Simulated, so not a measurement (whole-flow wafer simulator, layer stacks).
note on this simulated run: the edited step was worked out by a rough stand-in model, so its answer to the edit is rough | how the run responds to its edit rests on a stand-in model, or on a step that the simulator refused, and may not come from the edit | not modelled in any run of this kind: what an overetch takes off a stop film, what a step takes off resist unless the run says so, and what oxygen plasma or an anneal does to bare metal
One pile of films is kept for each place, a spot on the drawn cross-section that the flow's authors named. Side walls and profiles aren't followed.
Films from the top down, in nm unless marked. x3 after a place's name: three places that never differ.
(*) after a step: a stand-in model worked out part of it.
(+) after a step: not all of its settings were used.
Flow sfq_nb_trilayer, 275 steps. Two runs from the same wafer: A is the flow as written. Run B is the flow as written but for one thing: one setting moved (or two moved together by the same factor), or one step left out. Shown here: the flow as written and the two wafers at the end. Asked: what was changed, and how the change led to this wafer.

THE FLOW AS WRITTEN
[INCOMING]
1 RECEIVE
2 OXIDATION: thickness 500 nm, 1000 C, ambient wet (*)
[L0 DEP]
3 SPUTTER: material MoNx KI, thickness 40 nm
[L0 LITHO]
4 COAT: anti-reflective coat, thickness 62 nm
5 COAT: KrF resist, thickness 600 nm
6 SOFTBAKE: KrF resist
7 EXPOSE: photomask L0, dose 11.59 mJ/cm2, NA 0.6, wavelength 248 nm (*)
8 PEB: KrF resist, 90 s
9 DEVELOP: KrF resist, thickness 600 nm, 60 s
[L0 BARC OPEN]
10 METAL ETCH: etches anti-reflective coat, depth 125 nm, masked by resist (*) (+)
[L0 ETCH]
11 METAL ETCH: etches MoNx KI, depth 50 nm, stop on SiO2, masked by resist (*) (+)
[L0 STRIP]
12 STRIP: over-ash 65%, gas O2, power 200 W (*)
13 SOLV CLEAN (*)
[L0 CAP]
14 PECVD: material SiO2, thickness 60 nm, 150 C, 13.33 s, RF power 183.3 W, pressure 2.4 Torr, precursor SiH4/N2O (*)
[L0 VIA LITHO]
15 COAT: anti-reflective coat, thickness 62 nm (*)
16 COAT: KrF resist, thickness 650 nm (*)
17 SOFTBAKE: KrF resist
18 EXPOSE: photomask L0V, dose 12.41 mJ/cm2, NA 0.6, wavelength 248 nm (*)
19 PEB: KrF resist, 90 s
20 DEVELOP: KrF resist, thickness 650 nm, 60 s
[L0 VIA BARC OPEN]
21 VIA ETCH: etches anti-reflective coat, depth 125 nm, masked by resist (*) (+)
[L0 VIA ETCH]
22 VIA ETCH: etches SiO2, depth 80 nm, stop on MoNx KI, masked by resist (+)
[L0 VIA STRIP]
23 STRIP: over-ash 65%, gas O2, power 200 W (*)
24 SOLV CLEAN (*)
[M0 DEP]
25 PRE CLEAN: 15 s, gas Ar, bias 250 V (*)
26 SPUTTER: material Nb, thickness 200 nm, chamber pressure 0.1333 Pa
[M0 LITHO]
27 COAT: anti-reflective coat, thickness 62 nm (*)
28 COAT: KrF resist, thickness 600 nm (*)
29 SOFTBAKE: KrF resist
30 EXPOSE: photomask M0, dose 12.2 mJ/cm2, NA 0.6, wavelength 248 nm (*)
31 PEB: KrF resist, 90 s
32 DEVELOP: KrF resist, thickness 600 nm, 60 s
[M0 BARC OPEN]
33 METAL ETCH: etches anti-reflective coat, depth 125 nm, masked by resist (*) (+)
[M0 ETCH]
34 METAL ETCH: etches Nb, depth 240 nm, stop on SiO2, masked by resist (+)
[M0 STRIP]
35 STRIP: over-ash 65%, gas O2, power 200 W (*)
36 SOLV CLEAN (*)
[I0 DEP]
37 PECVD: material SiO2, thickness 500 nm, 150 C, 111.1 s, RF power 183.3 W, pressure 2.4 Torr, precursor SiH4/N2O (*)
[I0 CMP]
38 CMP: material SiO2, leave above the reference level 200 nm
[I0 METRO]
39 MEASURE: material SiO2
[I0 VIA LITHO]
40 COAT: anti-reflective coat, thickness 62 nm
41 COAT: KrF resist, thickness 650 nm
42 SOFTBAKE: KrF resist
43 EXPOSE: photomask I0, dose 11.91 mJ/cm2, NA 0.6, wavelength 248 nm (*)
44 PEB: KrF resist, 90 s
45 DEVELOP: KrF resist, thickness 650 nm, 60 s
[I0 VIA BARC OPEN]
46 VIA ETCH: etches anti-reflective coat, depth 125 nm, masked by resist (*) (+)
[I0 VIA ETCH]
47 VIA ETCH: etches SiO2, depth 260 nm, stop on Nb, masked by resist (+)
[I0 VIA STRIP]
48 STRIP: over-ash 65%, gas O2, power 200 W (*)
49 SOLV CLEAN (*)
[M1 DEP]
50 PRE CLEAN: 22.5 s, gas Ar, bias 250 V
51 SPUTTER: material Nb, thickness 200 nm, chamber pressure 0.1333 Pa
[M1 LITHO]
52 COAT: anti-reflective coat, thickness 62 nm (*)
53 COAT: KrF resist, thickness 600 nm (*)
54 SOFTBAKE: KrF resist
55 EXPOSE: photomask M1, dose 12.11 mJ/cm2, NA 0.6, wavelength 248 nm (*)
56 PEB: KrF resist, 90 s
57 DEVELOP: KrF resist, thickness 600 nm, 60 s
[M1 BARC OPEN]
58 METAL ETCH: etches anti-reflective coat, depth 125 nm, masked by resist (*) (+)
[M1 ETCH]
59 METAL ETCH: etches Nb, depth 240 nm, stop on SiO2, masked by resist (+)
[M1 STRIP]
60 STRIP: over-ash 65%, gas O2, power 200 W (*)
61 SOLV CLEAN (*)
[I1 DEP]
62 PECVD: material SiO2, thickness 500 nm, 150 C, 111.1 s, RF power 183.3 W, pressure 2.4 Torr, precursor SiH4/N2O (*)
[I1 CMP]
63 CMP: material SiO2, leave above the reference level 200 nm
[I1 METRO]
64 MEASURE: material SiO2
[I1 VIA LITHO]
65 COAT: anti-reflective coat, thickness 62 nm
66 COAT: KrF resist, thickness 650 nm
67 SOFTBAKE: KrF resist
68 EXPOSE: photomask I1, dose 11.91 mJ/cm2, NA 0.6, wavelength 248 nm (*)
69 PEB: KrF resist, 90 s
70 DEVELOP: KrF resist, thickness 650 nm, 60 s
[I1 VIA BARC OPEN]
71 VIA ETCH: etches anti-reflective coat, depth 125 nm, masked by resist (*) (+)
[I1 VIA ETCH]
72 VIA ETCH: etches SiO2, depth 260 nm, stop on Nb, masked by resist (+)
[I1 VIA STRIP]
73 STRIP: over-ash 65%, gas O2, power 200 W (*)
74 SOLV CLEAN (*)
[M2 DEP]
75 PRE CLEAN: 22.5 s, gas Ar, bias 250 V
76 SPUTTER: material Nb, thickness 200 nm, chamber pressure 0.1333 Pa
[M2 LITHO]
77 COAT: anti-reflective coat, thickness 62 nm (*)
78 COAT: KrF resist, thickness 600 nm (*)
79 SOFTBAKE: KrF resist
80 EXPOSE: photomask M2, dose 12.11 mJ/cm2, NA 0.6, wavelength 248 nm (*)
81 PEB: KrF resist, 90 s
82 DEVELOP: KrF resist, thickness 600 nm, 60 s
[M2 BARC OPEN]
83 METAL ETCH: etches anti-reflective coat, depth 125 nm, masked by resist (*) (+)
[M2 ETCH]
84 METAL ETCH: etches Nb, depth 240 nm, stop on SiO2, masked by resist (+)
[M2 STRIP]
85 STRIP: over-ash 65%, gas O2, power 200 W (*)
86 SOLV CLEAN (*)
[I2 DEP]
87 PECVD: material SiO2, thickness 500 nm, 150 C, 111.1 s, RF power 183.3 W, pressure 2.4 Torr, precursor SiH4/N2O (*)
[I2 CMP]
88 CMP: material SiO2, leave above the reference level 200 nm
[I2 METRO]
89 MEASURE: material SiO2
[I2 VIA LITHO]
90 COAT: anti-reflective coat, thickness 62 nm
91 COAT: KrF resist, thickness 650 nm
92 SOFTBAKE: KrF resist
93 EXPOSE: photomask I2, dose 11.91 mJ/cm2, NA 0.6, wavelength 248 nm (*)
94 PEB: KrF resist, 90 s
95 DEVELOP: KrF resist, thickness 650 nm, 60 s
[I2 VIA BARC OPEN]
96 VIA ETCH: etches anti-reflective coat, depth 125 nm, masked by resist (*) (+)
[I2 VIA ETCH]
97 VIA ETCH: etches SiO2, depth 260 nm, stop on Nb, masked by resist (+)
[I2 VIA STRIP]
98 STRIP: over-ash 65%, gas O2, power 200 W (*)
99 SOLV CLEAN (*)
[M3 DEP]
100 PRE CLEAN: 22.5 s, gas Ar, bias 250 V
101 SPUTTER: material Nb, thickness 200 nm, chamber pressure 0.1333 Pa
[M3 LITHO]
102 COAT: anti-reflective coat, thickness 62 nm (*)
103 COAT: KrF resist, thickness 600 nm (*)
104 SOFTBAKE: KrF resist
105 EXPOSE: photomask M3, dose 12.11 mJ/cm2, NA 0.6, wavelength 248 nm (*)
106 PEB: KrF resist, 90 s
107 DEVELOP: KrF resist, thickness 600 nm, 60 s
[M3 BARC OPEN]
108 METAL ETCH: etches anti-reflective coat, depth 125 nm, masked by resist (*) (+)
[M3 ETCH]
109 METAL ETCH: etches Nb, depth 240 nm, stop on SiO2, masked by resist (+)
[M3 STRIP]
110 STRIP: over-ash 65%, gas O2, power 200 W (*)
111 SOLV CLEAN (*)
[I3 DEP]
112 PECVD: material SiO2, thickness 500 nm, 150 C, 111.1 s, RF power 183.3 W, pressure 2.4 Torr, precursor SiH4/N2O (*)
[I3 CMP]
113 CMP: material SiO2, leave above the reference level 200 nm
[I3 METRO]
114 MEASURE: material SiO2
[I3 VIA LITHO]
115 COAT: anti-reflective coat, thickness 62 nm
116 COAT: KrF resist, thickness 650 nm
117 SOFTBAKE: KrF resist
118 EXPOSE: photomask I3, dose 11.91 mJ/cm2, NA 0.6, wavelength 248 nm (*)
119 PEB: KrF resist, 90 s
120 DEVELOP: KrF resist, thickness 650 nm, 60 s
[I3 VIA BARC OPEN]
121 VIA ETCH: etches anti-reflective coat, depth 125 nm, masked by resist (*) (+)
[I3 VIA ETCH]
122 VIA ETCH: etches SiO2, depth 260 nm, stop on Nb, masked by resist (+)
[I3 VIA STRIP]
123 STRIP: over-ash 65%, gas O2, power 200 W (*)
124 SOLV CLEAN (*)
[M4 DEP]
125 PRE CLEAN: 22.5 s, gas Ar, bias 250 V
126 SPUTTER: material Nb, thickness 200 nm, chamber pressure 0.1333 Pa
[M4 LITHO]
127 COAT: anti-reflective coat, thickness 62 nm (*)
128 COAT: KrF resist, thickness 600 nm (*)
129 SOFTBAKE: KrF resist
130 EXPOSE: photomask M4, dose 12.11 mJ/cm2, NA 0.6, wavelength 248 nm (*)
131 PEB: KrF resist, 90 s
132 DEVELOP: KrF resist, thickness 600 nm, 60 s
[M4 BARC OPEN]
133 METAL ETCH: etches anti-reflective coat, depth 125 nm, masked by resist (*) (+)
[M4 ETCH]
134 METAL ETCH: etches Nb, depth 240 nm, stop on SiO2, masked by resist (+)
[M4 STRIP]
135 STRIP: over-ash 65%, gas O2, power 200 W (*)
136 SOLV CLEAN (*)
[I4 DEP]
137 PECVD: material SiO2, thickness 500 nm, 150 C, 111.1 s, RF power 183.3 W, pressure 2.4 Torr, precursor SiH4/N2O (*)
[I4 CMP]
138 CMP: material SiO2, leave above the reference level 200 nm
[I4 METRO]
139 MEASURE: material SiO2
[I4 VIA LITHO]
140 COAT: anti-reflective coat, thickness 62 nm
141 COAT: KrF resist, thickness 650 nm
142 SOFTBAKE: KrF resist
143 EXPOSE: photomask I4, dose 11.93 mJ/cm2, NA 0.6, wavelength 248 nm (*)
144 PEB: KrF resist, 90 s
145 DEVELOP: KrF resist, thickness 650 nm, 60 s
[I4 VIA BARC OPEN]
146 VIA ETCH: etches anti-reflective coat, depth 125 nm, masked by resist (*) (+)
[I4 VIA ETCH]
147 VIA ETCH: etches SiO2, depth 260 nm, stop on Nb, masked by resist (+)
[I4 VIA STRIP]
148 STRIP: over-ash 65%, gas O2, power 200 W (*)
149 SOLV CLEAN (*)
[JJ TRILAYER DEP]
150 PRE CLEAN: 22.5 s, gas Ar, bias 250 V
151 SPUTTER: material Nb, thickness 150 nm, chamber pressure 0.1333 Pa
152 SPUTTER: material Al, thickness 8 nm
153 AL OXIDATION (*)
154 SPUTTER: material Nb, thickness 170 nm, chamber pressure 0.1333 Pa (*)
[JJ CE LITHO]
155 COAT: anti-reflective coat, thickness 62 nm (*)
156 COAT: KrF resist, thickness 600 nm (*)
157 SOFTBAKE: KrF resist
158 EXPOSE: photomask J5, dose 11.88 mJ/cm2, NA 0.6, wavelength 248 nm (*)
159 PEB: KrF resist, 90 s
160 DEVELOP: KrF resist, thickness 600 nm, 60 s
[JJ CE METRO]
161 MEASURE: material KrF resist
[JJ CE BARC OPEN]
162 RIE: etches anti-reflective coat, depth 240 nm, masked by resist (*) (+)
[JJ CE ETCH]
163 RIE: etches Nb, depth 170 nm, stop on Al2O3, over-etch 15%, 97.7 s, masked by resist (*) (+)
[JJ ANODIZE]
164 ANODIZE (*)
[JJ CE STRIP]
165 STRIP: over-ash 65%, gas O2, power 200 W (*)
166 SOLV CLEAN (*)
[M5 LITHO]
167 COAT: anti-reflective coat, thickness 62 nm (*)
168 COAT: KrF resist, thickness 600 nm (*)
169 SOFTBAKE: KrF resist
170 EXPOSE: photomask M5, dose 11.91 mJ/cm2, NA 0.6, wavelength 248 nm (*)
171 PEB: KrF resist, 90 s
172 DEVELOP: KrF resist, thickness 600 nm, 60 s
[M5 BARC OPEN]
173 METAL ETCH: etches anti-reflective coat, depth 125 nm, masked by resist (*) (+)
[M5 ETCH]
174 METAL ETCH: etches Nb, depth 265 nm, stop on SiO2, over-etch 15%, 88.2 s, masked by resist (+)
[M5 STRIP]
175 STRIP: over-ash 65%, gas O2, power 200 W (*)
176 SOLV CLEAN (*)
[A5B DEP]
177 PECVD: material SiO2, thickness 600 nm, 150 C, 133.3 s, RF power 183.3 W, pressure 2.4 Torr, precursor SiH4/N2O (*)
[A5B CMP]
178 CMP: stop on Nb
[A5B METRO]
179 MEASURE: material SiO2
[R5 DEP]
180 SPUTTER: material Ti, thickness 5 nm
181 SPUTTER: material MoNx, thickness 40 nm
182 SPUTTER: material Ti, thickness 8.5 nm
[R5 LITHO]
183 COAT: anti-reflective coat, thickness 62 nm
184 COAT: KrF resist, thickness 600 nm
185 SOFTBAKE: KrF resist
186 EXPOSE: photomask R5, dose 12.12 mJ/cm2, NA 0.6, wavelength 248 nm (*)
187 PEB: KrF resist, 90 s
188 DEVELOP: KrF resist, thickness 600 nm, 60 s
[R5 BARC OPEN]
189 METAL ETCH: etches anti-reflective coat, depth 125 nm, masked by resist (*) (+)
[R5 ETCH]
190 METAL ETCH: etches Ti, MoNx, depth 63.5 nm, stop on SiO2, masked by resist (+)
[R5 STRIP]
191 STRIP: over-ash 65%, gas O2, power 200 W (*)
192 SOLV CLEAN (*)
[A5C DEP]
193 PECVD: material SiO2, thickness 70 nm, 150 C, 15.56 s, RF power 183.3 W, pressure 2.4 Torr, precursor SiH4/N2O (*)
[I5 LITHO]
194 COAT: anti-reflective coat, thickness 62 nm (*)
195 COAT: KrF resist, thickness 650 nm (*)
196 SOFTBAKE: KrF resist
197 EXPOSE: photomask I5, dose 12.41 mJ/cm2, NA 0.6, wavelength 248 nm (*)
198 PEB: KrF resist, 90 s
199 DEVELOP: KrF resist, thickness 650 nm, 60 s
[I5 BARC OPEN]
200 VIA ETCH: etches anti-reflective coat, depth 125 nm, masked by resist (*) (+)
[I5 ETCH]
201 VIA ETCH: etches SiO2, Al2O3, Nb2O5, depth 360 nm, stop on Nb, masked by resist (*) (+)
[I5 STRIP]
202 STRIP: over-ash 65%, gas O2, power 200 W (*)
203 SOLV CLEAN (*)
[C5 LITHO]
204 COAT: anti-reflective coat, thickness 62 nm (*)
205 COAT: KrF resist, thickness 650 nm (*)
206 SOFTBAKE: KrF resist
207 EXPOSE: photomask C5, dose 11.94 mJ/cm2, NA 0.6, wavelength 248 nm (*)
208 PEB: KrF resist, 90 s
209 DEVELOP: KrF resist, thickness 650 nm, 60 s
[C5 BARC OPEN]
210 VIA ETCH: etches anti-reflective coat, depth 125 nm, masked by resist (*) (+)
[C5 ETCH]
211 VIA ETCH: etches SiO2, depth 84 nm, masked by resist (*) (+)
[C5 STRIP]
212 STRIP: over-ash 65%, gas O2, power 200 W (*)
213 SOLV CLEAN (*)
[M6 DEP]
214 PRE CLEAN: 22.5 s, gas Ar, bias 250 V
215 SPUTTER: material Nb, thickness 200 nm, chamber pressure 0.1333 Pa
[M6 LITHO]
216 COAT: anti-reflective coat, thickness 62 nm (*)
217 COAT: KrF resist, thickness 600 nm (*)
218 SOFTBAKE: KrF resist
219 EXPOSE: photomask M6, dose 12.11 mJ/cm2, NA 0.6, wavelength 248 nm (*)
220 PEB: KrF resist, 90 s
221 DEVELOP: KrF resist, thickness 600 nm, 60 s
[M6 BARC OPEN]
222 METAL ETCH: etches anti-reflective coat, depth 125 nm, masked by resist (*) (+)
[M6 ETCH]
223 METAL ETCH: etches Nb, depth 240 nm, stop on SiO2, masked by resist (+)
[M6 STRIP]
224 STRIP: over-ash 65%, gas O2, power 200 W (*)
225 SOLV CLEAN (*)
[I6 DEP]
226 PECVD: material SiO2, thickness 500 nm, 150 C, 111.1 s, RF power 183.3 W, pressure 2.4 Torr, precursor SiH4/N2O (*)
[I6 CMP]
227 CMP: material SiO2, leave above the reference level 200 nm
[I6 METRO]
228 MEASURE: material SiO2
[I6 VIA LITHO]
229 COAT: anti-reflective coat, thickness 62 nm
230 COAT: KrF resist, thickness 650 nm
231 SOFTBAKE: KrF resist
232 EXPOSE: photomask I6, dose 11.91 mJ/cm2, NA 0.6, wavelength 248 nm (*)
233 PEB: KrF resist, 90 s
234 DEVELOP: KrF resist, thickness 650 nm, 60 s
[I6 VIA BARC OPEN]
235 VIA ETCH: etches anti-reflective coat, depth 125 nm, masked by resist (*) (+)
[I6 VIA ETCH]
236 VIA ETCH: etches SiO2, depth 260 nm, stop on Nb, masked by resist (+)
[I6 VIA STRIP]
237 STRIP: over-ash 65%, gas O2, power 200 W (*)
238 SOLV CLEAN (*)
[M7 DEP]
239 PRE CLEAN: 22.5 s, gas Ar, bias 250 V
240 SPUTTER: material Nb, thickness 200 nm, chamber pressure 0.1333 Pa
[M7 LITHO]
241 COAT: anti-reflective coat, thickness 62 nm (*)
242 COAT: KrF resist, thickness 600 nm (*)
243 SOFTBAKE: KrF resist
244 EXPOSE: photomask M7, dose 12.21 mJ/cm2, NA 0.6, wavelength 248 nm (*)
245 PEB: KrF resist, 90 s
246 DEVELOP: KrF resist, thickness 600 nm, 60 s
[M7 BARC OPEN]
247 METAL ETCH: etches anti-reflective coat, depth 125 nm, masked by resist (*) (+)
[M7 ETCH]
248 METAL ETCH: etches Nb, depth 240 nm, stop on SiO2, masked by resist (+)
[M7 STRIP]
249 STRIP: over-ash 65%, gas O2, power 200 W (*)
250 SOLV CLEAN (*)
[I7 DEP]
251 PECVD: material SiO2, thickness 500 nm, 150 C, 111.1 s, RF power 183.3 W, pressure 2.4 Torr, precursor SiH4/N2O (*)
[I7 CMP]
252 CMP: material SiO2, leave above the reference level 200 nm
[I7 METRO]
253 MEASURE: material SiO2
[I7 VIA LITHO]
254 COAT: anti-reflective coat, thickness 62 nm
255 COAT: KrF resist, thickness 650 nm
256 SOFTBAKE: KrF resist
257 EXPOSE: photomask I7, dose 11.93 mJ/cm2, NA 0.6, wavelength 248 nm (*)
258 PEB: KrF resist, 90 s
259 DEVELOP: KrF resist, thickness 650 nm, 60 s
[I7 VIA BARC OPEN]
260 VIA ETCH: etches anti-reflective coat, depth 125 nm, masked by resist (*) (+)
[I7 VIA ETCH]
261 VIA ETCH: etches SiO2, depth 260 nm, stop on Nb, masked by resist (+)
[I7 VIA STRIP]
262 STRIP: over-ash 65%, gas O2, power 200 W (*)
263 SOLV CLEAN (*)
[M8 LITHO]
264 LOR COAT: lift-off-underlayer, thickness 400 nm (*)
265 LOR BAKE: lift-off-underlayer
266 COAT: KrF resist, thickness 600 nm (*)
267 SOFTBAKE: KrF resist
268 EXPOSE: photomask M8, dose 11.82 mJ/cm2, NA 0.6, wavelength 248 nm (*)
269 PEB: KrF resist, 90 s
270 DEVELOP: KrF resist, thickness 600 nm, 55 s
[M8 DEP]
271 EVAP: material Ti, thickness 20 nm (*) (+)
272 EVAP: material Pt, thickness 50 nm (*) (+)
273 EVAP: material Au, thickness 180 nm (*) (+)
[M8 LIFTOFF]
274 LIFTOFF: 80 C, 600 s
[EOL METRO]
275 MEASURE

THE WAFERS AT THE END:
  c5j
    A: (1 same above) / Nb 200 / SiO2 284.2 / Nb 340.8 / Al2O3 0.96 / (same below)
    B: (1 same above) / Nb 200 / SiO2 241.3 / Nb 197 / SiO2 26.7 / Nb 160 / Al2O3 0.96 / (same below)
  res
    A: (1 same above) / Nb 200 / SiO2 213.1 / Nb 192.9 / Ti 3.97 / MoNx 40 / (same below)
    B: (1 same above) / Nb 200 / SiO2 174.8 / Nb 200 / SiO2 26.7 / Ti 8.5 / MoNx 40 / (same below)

The cause: step 211, VIA ETCH: depth 35.7 nm was run, where the flow has depth 84 nm.

How the change led to this, step by step:
  211 VIA ETCH: etches SiO2, depth 84 nm, masked by resist (*) (+)
      c5j: A SiO2 -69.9 (all of it), Nb -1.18 | B SiO2 -35.7
      res: A SiO2 -69.9 (all of it) | B SiO2 -35.7
      (and at 104 more places)
  214 PRE CLEAN: 22.5 s, gas Ar, bias 250 V
      c5j: A Nb -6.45 | B SiO2 -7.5
      res: A Ti -4.53 | B SiO2 -7.5
  215 SPUTTER: material Nb, thickness 200 nm, chamber pressure 0.1333 Pa
      c5j: A Nb +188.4 | B Nb +197 (new film)
      res: A Nb +192.9 (new film) | B Nb +200 (new film)
  216 COAT: anti-reflective coat, thickness 62 nm (*)
      jj_sur: A anti-reflective coat +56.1 (new film) | B anti-reflective coat +57.5 (new film)
      ce_l: A anti-reflective coat +48 (new film) | B anti-reflective coat +56.8 (new film)
      (and at 6 more places)
  217 COAT: KrF resist, thickness 600 nm (*)
      c5j: A KrF resist +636 (new film) | B KrF resist +621.4 (new film)
      res: A KrF resist +605.2 (new film) | B KrF resist +589 (new film)
  224 STRIP: over-ash 65%, gas O2, power 200 W (*)
      jj_sur: A KrF resist -378.5 (all of it), anti-reflective coat -56.1 (all of it) | B KrF resist -379.9 (all of it), anti-reflective coat -57.5 (all of it)
      ce_l: A KrF resist -397.1 (all of it), anti-reflective coat -48 (all of it) | B KrF resist -391.8 (all of it), anti-reflective coat -56.8 (all of it)
      (and at 6 more places)
  226 PECVD: material SiO2, thickness 500 nm, 150 C, 111.1 s, RF power 183.3 W, pressure 2.4 Torr, precursor SiH4/N2O (*)
      c5j: A SiO2 +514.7 (new film) | B SiO2 +500 (new film)
  227 CMP: material SiO2, leave above the reference level 200 nm
      c5j: A SiO2 -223 | B SiO2 -251.2
      res: A SiO2 -279.4 | B SiO2 -317.7
Counting metal films that touch as one body, c5j has 5 bodies (between them, from the top down: SiO2 241.3; SiO2 26.7; Al2O3 0.96; SiO2 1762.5); the flow as written gives 4 bodies (between them, from the top down: SiO2 284.2; Al2O3 0.96; SiO2 1762.5).
Counting metal films that touch as one body, res has 4 bodies (between them, from the top down: SiO2 174.8; SiO2 26.7; SiO2 2090.9); the flow as written gives 3 bodies (between them, from the top down: SiO2 213.1; SiO2 2090.9).
